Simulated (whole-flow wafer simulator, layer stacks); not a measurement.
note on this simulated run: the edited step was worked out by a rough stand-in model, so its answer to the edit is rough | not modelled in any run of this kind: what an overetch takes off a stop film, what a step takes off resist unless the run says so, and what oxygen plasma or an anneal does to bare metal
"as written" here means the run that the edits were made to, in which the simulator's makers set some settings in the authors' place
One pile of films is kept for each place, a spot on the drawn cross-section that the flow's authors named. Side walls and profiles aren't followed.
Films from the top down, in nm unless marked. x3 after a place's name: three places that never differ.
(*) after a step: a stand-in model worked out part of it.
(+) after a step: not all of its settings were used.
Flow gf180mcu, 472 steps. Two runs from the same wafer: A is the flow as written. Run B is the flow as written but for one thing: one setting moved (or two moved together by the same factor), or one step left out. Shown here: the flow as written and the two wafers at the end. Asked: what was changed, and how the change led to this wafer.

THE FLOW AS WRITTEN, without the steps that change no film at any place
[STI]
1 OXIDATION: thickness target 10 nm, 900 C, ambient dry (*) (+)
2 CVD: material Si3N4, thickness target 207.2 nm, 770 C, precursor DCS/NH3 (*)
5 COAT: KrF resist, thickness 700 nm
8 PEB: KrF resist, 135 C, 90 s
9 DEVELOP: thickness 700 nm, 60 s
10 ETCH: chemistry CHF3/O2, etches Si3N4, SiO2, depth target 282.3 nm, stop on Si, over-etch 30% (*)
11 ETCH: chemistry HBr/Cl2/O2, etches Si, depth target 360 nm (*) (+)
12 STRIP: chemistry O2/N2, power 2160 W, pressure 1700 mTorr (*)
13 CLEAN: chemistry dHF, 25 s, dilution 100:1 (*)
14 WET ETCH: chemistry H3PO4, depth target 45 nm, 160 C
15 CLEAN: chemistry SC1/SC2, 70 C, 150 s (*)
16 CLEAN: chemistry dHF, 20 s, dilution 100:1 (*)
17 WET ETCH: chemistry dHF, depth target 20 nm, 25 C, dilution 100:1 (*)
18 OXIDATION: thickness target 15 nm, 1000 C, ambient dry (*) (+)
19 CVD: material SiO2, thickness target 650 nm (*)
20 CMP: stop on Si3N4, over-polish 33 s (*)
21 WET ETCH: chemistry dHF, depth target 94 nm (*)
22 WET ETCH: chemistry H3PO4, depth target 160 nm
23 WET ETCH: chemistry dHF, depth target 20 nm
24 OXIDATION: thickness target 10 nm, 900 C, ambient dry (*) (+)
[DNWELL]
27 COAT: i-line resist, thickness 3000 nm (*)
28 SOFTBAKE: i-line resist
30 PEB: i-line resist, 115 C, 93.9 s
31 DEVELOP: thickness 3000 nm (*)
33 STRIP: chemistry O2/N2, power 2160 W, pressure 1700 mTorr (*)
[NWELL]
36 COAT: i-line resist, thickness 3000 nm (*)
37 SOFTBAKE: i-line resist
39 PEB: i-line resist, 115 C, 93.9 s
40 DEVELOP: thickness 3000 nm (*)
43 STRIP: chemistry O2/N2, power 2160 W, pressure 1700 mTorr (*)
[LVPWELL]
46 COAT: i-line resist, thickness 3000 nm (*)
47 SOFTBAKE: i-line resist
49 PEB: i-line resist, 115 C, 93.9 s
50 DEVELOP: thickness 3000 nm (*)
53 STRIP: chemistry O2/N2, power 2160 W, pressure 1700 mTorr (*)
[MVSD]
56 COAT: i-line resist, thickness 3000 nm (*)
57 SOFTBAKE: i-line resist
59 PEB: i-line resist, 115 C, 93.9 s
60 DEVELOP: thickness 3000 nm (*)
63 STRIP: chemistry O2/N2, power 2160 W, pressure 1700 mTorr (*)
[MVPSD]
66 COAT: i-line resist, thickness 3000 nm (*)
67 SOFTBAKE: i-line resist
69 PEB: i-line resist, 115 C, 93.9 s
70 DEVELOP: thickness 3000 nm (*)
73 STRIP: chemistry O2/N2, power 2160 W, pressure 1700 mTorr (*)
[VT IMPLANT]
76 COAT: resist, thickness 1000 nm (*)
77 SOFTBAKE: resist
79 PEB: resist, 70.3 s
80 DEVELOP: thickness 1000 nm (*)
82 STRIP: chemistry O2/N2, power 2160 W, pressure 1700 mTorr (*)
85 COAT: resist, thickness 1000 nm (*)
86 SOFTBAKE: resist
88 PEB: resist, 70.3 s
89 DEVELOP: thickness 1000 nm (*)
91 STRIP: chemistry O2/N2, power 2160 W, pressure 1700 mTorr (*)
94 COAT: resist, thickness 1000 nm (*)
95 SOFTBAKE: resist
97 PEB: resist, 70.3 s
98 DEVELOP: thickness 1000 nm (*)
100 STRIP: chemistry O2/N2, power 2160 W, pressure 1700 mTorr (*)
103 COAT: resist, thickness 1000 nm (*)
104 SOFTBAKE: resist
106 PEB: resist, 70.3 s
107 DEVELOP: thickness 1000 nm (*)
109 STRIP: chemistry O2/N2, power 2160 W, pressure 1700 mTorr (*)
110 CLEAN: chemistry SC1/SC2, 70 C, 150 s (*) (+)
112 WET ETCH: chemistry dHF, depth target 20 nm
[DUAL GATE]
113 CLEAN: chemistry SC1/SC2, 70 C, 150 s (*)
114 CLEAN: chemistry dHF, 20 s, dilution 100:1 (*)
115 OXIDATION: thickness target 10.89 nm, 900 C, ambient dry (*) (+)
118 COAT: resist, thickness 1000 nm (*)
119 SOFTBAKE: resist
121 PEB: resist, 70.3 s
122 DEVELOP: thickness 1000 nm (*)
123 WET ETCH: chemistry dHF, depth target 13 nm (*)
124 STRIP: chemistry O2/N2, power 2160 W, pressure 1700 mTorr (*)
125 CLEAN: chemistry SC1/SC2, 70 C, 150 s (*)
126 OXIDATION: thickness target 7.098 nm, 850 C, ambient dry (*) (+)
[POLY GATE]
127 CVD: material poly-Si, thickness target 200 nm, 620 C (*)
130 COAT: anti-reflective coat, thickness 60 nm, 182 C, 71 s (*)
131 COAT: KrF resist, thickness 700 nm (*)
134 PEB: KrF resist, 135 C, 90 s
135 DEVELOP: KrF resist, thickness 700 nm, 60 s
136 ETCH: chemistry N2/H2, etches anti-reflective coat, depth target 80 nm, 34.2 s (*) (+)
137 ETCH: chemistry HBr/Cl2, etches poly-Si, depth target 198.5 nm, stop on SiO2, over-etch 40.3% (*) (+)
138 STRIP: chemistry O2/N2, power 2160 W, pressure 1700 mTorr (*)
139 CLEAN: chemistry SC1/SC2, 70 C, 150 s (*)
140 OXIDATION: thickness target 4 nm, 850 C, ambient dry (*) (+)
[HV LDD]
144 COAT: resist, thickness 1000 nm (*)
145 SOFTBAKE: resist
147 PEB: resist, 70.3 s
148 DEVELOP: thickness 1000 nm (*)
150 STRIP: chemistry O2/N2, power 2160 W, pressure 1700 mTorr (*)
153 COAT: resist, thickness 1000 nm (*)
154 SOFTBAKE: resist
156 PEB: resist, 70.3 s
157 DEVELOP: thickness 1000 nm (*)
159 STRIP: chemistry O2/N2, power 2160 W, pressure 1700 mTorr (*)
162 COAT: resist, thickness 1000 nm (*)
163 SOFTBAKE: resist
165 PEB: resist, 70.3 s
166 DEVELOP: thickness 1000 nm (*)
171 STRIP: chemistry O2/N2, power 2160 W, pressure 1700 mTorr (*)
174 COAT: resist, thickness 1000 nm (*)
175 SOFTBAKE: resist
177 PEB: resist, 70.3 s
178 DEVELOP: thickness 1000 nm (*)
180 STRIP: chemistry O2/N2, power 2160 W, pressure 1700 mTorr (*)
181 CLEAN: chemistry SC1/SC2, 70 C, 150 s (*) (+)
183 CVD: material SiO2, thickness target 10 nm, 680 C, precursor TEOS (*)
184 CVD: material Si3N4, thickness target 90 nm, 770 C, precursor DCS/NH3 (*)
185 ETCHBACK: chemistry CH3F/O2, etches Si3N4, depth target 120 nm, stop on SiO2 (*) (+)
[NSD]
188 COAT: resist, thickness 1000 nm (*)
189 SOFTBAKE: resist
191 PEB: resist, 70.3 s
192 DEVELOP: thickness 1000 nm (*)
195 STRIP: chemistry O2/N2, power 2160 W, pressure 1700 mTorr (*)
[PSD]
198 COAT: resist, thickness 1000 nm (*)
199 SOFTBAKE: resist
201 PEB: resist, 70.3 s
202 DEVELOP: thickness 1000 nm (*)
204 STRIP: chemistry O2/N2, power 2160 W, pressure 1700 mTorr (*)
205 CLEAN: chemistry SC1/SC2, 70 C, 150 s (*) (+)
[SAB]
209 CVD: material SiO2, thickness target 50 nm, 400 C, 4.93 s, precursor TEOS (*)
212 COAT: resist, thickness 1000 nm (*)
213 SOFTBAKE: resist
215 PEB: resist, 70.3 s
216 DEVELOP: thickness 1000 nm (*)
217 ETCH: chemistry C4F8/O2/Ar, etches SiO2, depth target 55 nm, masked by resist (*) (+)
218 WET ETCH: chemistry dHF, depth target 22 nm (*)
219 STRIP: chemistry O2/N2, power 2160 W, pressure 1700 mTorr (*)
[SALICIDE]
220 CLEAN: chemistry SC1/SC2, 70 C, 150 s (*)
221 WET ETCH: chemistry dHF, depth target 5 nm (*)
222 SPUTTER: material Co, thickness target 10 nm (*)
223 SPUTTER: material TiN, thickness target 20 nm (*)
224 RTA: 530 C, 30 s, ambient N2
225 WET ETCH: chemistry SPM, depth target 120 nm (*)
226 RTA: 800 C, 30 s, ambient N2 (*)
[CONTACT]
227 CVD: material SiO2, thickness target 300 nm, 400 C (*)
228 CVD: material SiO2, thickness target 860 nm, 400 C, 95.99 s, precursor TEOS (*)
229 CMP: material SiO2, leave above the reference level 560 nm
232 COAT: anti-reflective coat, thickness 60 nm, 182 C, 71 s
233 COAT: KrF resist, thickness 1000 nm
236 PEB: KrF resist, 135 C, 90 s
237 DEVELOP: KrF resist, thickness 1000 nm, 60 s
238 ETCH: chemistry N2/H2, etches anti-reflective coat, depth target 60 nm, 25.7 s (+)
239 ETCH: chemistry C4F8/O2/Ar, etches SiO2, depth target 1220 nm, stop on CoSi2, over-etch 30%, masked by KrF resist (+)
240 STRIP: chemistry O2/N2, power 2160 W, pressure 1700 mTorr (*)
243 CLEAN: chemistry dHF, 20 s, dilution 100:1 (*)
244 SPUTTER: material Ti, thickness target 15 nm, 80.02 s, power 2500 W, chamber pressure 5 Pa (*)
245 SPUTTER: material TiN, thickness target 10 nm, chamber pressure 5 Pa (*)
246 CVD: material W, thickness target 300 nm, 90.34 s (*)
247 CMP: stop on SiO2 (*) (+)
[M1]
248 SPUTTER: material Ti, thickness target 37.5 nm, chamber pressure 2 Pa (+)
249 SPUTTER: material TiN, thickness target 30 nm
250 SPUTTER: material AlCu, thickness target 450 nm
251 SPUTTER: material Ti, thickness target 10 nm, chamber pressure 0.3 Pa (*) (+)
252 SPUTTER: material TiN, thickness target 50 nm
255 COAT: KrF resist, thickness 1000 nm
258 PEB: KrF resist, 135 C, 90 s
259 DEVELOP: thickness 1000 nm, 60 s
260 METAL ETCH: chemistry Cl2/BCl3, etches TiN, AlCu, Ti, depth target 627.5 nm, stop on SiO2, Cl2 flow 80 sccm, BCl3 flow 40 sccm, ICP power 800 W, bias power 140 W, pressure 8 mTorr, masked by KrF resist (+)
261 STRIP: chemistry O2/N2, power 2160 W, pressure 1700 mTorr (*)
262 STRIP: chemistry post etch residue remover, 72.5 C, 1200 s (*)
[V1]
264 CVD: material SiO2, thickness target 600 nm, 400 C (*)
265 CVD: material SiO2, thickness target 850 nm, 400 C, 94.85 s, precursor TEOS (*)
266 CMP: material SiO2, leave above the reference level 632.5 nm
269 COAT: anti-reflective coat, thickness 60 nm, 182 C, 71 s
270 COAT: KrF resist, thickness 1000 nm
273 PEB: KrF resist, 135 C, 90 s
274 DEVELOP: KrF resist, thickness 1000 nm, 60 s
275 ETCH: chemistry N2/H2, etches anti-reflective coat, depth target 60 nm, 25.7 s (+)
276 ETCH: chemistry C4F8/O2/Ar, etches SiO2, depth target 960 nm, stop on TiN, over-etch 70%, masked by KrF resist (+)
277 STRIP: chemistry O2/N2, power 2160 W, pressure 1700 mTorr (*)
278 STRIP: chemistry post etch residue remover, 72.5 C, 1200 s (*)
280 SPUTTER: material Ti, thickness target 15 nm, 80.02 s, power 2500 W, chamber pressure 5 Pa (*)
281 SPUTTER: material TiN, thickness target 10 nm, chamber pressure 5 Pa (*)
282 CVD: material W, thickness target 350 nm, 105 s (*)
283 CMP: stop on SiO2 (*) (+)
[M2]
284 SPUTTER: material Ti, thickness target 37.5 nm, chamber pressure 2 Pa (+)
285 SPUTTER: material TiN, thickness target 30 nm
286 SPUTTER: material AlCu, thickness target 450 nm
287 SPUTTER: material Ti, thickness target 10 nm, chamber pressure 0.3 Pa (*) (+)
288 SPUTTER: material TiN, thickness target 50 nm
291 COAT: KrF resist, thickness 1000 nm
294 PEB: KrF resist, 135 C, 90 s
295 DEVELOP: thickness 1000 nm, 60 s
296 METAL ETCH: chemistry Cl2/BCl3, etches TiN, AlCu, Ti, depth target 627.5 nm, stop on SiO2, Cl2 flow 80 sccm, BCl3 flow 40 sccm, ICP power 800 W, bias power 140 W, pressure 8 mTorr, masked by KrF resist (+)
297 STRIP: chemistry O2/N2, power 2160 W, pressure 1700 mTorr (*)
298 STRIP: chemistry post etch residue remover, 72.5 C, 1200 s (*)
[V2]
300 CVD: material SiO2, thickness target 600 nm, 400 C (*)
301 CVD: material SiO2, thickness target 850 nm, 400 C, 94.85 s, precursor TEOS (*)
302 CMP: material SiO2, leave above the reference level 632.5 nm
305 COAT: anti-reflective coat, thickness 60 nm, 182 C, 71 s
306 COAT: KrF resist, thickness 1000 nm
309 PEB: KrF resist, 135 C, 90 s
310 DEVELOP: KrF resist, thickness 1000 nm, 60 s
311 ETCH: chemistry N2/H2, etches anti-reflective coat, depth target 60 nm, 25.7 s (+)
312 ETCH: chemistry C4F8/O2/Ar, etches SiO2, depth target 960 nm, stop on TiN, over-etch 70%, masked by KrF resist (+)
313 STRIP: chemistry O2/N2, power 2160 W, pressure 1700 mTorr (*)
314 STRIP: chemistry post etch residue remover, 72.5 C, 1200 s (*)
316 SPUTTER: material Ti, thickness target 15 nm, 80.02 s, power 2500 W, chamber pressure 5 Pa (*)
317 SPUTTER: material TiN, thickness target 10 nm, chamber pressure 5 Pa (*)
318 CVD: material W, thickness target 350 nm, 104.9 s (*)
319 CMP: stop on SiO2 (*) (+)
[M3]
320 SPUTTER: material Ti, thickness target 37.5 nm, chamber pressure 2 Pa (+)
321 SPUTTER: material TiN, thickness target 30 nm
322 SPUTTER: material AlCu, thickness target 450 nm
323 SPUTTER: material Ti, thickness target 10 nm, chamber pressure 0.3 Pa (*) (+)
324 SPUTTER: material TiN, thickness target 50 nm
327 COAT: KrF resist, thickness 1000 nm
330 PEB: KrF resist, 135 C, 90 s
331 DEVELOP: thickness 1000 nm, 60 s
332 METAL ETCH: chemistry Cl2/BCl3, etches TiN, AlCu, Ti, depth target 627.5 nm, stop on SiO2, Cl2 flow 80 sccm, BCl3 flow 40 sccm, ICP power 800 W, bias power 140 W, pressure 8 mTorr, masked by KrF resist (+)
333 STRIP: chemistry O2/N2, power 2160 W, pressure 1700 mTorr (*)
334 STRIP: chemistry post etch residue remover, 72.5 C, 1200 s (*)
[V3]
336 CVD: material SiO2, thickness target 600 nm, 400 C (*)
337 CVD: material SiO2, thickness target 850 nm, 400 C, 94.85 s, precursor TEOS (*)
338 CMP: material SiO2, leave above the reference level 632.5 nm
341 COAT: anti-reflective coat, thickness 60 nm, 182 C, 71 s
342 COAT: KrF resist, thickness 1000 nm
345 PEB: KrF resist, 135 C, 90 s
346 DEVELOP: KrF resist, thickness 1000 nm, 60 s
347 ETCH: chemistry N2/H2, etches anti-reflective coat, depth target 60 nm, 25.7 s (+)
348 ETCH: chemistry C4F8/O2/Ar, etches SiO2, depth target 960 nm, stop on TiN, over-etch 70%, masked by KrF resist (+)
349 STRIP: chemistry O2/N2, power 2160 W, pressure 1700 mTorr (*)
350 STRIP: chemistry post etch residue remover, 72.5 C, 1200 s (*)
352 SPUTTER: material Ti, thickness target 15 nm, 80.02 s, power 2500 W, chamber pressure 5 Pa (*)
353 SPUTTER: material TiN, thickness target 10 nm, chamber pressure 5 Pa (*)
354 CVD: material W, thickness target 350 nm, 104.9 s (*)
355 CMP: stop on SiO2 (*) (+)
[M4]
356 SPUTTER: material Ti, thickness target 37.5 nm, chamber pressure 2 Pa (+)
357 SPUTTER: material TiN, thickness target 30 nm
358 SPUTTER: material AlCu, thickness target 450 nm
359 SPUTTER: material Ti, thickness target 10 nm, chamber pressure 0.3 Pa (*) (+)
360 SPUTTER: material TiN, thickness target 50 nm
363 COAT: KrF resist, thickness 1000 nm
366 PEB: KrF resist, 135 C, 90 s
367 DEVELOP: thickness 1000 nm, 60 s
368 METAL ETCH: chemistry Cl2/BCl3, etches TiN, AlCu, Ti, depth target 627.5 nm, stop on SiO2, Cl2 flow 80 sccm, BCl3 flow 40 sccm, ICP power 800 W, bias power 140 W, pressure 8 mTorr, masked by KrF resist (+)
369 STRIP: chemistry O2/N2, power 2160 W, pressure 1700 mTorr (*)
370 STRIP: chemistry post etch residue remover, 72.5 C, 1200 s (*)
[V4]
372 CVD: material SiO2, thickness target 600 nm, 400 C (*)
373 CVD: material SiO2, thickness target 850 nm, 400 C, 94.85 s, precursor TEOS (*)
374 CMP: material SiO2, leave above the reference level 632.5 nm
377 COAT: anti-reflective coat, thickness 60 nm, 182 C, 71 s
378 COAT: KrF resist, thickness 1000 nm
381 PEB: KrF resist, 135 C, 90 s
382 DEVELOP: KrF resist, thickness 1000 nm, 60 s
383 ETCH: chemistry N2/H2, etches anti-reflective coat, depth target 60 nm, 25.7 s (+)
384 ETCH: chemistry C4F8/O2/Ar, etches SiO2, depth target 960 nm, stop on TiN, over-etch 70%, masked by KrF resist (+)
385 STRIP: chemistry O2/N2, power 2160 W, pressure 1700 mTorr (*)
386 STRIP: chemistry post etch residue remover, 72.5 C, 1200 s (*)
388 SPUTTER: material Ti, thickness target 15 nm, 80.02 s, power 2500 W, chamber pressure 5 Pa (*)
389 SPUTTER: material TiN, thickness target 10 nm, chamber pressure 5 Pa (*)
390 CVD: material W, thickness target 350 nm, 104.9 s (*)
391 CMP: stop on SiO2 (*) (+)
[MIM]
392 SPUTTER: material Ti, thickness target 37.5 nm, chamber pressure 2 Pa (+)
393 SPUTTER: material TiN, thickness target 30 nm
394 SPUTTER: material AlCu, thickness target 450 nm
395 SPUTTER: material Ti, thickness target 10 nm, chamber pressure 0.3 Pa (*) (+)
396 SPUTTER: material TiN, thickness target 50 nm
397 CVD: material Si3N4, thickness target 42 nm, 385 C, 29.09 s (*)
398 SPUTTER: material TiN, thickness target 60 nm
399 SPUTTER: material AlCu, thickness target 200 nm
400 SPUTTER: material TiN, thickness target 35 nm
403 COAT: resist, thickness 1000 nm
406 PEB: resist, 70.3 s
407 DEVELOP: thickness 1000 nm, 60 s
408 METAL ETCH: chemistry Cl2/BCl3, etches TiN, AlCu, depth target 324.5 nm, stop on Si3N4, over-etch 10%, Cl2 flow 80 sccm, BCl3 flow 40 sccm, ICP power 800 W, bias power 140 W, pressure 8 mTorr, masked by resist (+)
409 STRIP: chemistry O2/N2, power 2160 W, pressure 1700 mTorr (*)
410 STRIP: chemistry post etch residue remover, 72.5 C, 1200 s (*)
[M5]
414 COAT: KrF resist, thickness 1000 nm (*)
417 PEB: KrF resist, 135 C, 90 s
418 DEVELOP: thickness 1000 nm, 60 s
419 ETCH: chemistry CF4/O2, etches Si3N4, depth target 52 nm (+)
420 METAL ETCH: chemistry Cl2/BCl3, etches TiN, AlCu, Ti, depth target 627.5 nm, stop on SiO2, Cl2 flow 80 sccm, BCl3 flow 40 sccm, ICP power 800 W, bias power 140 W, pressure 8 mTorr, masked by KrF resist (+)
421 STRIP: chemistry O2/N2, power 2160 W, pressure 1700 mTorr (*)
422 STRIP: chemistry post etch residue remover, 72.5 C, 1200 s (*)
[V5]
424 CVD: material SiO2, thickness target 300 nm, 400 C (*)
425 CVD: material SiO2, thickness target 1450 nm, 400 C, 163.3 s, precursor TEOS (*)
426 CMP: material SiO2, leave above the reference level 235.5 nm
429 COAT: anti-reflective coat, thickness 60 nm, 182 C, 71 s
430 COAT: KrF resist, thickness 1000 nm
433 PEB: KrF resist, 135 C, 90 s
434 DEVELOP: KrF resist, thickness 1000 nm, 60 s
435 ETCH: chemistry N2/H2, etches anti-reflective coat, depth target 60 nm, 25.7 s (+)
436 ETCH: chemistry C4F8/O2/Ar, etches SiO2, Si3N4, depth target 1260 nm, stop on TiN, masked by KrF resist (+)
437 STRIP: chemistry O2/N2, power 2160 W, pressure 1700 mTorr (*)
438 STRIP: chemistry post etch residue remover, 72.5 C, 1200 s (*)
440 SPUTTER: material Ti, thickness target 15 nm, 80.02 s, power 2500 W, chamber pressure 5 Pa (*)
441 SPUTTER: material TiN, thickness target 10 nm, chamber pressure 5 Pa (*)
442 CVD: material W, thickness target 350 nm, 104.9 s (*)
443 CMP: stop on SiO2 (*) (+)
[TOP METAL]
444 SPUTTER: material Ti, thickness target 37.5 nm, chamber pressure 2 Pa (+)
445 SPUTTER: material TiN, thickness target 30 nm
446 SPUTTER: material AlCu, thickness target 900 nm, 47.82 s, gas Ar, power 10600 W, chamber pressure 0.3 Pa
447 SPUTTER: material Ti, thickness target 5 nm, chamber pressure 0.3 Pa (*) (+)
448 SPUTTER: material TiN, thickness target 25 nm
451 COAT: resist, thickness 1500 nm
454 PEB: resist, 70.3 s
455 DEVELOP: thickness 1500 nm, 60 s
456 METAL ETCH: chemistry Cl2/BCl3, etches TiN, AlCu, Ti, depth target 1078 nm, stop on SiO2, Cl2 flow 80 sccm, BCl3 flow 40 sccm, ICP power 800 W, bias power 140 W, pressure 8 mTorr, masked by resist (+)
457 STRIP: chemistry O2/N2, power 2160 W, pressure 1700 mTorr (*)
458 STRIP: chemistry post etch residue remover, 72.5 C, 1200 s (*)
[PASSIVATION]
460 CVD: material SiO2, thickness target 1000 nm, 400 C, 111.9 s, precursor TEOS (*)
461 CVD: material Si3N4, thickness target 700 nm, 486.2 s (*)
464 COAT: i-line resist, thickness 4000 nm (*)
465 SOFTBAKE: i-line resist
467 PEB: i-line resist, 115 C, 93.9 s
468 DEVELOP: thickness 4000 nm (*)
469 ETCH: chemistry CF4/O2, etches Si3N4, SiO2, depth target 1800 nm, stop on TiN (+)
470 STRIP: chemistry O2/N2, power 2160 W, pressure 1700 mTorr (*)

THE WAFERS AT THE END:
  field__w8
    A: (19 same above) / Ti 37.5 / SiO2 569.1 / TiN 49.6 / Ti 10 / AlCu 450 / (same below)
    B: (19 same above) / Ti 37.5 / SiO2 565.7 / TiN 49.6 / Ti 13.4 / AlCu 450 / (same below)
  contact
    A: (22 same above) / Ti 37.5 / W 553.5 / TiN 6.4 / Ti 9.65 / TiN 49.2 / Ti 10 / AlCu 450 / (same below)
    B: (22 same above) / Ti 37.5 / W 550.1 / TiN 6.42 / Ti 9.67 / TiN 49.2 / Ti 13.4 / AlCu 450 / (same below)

The cause: step 323, SPUTTER: thickness target 13.4 nm was run, where the flow has thickness target 10 nm.
It can be read off the wafer: field__w8 has Ti 13.4, and step 323 as written asks for 10 nm.

How the change led to this, step by step:
  323 SPUTTER: material Ti, thickness target 10 nm, chamber pressure 0.3 Pa (*) (+)
      field, field__w1, field__w2 and 108 more: A Ti +10 (new film) | B Ti +13.4 (new film)
  332 METAL ETCH: chemistry Cl2/BCl3, etches TiN, AlCu, Ti, depth target 627.5 nm, stop on SiO2, Cl2 flow 80 sccm, BCl3 flow 40 sccm, ICP power 800 W, bias power 140 W, pressure 8 mTorr, masked by KrF resist (+)
      field, field__w1, field__w2 and 103 more: A TiN -50 (all of it), Ti -10 (all of it), AlCu -450 (all of it), TiN -30 (all of it), Ti -37.5 (all of it) | B TiN -50 (all of it), Ti -13.4 (all of it), AlCu -450 (all of it), TiN -30 (all of it), Ti -37.5 (all of it)
